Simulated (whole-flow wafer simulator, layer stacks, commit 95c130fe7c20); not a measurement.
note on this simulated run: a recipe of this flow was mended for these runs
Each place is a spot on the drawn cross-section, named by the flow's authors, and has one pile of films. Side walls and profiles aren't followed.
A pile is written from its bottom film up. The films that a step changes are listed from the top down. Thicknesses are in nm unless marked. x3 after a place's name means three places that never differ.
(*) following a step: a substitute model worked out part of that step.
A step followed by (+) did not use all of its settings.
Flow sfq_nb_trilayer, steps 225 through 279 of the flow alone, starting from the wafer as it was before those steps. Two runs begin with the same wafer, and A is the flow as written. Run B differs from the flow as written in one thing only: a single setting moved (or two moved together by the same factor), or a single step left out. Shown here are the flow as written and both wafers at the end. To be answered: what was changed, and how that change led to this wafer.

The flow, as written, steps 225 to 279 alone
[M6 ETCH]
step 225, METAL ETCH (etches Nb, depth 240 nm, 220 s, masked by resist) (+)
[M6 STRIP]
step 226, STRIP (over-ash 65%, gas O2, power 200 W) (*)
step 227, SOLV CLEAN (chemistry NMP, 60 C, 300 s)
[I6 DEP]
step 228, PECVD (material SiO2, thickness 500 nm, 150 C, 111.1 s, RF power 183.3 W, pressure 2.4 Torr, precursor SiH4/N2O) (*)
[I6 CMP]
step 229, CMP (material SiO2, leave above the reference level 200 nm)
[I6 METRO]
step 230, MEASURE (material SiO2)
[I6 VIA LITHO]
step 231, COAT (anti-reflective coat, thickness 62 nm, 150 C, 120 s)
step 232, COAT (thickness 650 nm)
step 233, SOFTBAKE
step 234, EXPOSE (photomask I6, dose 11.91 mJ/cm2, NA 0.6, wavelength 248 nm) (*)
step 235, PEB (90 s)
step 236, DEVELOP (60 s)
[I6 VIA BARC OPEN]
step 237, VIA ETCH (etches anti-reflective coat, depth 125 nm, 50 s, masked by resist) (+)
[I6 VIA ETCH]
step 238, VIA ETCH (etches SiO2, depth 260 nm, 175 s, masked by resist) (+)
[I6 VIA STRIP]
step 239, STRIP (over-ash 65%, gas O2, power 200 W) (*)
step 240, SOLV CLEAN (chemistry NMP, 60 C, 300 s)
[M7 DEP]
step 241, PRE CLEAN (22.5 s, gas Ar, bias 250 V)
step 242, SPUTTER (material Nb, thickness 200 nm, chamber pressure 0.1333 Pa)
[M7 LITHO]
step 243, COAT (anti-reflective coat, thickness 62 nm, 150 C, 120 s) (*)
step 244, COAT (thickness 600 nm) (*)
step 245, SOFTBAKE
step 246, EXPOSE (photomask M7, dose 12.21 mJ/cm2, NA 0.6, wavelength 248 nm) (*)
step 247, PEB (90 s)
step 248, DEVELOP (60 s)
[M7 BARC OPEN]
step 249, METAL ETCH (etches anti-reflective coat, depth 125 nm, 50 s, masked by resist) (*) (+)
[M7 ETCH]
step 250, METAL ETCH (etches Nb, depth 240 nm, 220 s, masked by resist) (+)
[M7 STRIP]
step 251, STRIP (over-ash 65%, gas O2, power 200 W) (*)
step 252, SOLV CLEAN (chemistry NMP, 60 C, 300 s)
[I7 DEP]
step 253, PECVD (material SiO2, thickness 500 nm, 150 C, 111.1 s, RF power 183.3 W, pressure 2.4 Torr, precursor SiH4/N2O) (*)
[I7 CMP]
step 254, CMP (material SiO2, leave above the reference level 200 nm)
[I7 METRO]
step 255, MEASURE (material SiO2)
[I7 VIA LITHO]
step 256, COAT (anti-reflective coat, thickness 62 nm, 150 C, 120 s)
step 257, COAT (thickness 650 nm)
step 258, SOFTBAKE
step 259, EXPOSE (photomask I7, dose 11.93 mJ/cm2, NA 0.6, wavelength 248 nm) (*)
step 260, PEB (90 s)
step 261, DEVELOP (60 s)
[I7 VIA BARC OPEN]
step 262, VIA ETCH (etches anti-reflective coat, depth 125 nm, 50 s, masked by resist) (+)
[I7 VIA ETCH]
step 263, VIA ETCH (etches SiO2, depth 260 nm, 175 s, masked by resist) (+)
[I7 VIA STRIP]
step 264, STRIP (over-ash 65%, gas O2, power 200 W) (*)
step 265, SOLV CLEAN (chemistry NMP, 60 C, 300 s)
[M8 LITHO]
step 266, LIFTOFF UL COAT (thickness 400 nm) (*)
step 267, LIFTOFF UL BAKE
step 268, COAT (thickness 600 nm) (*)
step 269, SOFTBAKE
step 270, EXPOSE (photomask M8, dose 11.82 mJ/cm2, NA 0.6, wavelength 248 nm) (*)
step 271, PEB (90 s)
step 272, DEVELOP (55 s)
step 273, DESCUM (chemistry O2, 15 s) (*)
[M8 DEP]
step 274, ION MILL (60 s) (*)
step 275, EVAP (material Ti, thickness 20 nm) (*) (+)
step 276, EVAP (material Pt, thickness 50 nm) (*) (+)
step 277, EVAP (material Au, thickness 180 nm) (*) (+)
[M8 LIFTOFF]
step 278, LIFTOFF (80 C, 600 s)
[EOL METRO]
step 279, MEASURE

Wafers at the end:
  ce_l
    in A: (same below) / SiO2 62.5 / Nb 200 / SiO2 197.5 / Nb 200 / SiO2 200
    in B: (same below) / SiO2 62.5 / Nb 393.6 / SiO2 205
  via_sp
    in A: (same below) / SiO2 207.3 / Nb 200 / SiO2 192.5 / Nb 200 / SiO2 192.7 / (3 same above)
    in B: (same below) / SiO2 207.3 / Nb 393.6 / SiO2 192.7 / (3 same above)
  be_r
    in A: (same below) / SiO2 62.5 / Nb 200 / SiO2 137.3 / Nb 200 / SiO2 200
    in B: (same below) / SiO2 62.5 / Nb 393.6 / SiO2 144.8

Cause: step 226, STRIP: over-ash 65%, gas O2, power 200 W (*), was skipped.

The path from the change to this, step by step:
  step 228, PECVD (material SiO2, thickness 500 nm, 150 C, 111.1 s, RF power 183.3 W, pressure 2.4 Torr, precursor SiH4/N2O) (*)
      moat, field_r, lsp_l, ln_m5, lsp_m: A +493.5 SiO2 | B +479.8 SiO2
      lsp_r, l0_sur, l0v: A +491.7 SiO2 | B +471.7 SiO2
      (also at 6 further places)
  step 229, CMP (material SiO2, leave above the reference level 200 nm)
      via_w, wl_j_sl, wl_j_sr: A -300 SiO2 | B -500 SiO2 (all of it), -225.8 KrF-resist-other-grade
      wl_c_m6, wl_f_m6: A -300 SiO2 | B -500 SiO2 (all of it), -226.5 KrF-resist-other-grade
      (also at 34 further places)
  step 231, COAT (anti-reflective coat, thickness 62 nm, 150 C, 120 s)
      wire, sp_r: A +62 anti-reflective coat (new film) | B +63.5 anti-reflective coat (new film)
      be_sur, jj_sur: A +62 anti-reflective coat (new film) | B +50 anti-reflective coat (new film)
      (also at 4 further places)
  step 238, VIA ETCH (etches SiO2, depth 260 nm, 175 s, masked by resist) (+)
      via_v: A -199.7 SiO2 (all of it), -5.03 Nb | B -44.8 KrF-resist-other-grade
  step 239, STRIP (over-ash 65%, gas O2, power 200 W) (*)
      wl_a_m6, wl_c_m6, wl_f_m6: A -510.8 KrF-resist-other-grade (all of it), -62 anti-reflective coat (all of it) | B -510.9 KrF-resist-other-grade (all of it), -62 anti-reflective coat (all of it), -138 KrF-resist-other-grade (all of it), -62 anti-reflective coat (all of it)
      m6r_line_l, m6r_line_r: A -510.8 KrF-resist-other-grade (all of it), -62 anti-reflective coat (all of it) | B -511.1 KrF-resist-other-grade (all of it), -62 anti-reflective coat (all of it), -138 KrF-resist-other-grade (all of it), -62 anti-reflective coat (all of it)
      (also at 23 further places)
  step 241, PRE CLEAN (22.5 s, gas Ar, bias 250 V)
      v_sur, via_wl, via_w and 23 more: A -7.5 SiO2 | B -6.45 Nb
  step 242, SPUTTER (material Nb, thickness 200 nm, chamber pressure 0.1333 Pa)
      via_wr, via_sp, wire and 12 more: A +200 Nb (new film) | B +200 Nb
      v_sur: A +200 Nb (new film) | B +161.8 Nb
      (also at 11 further places)
  step 243, COAT (anti-reflective coat, thickness 62 nm, 150 C, 120 s) (*)
      p3_l2, p3_s3, p3_l4, p3_s4: A +62 anti-reflective coat (new film) | B +60.6 anti-reflective coat (new film)
      m0r_line_l, m0r_line_r, m7r_line_l, m7r_line_r: A +62 anti-reflective coat (new film) | B +76.7 anti-reflective coat (new film)
      (also at 90 further places)
  step 244, COAT (thickness 600 nm) (*)
      m0r_line_l, m0r_line_r, m7r_line_l, m7r_line_r: A +600 KrF-resist-other-grade (new film) | B +557.3 KrF-resist-other-grade (new film)
      m0r_space_l, m0r_space_r, m7r_space_l, m7r_space_r: A +600 KrF-resist-other-grade (new film) | B +580.2 KrF-resist-other-grade (new film)
      (also at 73 further places)
  step 247, PEB (90 s)
      be: A -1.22 KrF-resist-other-grade | B -1.96 KrF-resist-other-grade
  step 248, DEVELOP (60 s)
      m0r_space_l, m0r_space_r, m7r_space_l, m7r_space_r: A -598.7 KrF-resist-other-grade (all of it) | B -579 KrF-resist-other-grade (all of it)
      p3_fr, m5r_space_r: A -598.7 KrF-resist-other-grade (all of it) | B -580.9 KrF-resist-other-grade (all of it)
      (also at 35 further places)
  step 249, METAL ETCH (etches anti-reflective coat, depth 125 nm, 50 s, masked by resist) (*) (+)
      p3_l2, p3_s3, p3_l4, p3_s4: A -62 anti-reflective coat (all of it) | B -60.6 anti-reflective coat (all of it)
      m0r_space_l, m0r_space_r, m7r_space_l, m7r_space_r: A -62 anti-reflective coat (all of it) | B -44.7 anti-reflective coat (all of it)
      (also at 50 further places)
  step 250, METAL ETCH (etches Nb, depth 240 nm, 220 s, masked by resist) (+)
      wl_c_m6, m6r_line_l, m6r_line_r: A -200 Nb (all of it), -4 SiO2 | B -240 Nb
  step 251, STRIP (over-ash 65%, gas O2, power 200 W) (*)
      m7r_line_l, m7r_line_r: A -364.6 KrF-resist-other-grade (all of it), -62 anti-reflective coat (all of it) | B -322 KrF-resist-other-grade (all of it), -76.7 anti-reflective coat (all of it)
      v_sur: A -360.6 KrF-resist-other-grade (all of it), -64.6 anti-reflective coat (all of it) | B -386.3 KrF-resist-other-grade (all of it), -180.1 anti-reflective coat (all of it)
      (also at 38 further places)
  step 253, PECVD (material SiO2, thickness 500 nm, 150 C, 111.1 s, RF power 183.3 W, pressure 2.4 Torr, precursor SiH4/N2O) (*)
      wl_c_m6, m6r_line_l, m6r_line_r: A +500 SiO2 | B +668 SiO2 (new film)
      be: A +500 SiO2 (new film) | B +289.5 SiO2 (new film), +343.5 void (new film), +231.7 SiO2 (new film)
      (also at 9 further places)
  step 254, CMP (material SiO2, leave above the reference level 200 nm)
      ln_m6: A -300 SiO2 | B -374.7 SiO2 (all of it), -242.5 void (all of it)
      field_l, p4_fl, p4_fm and 53 more: A -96 SiO2 | B -294.9 SiO2
      (also at 38 further places)
  ... 5 other steps ...
  step 278, LIFTOFF (80 C, 600 s)
      lsp_m: A -180 Au (all of it), -50 Pt (all of it), -20 Ti (all of it), -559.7 KrF-resist-other-grade (all of it), -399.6 lift-off-underlayer (all of it) | B -180 Au (all of it), -50 Pt (all of it), -20 Ti (all of it), -565.2 KrF-resist-other-grade (all of it), -384.5 lift-off-underlayer (all of it)
      ln_m6: A -180 Au (all of it), -50 Pt (all of it), -20 Ti (all of it), -559.6 KrF-resist-other-grade (all of it), -399.7 lift-off-underlayer (all of it) | B -180 Au (all of it), -50 Pt (all of it), -20 Ti (all of it), -579.2 KrF-resist-other-grade (all of it), -486.1 lift-off-underlayer (all of it)
      (also at 1 further place)
With metal films that touch counted as one body, ce_l has 4 bodies (between them, from the top down: SiO2 62.5; Al2O3 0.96; SiO2 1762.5); the flow as written gives 5 bodies (between them, from the top down: SiO2 197.5; SiO2 62.5; Al2O3 0.96; SiO2 1762.5).
With metal films that touch counted as one body, via_sp has 8 bodies (between them, from the top down: SiO2 192.7; SiO2 207.3 / Al2O3 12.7 / Nb2O5 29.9; SiO2 192.5; SiO2 192.5; SiO2 192.5; SiO2 192.5; SiO2 192.5); the flow as written gives 9 bodies (between them, from the top down: SiO2 192.7; SiO2 192.5; SiO2 207.3 / Al2O3 12.7 / Nb2O5 29.9; SiO2 192.5; SiO2 192.5; SiO2 192.5; SiO2 192.5; SiO2 192.5).
With metal films that touch counted as one body, be_r has 4 bodies (between them, from the top down: SiO2 62.5; SiO2 146.5 / Al2O3 12.7 / Nb2O5 29.9; SiO2 1762.5); the flow as written gives 5 bodies (between them, from the top down: SiO2 137.3; SiO2 62.5; SiO2 146.5 / Al2O3 12.7 / Nb2O5 29.9; SiO2 1762.5).
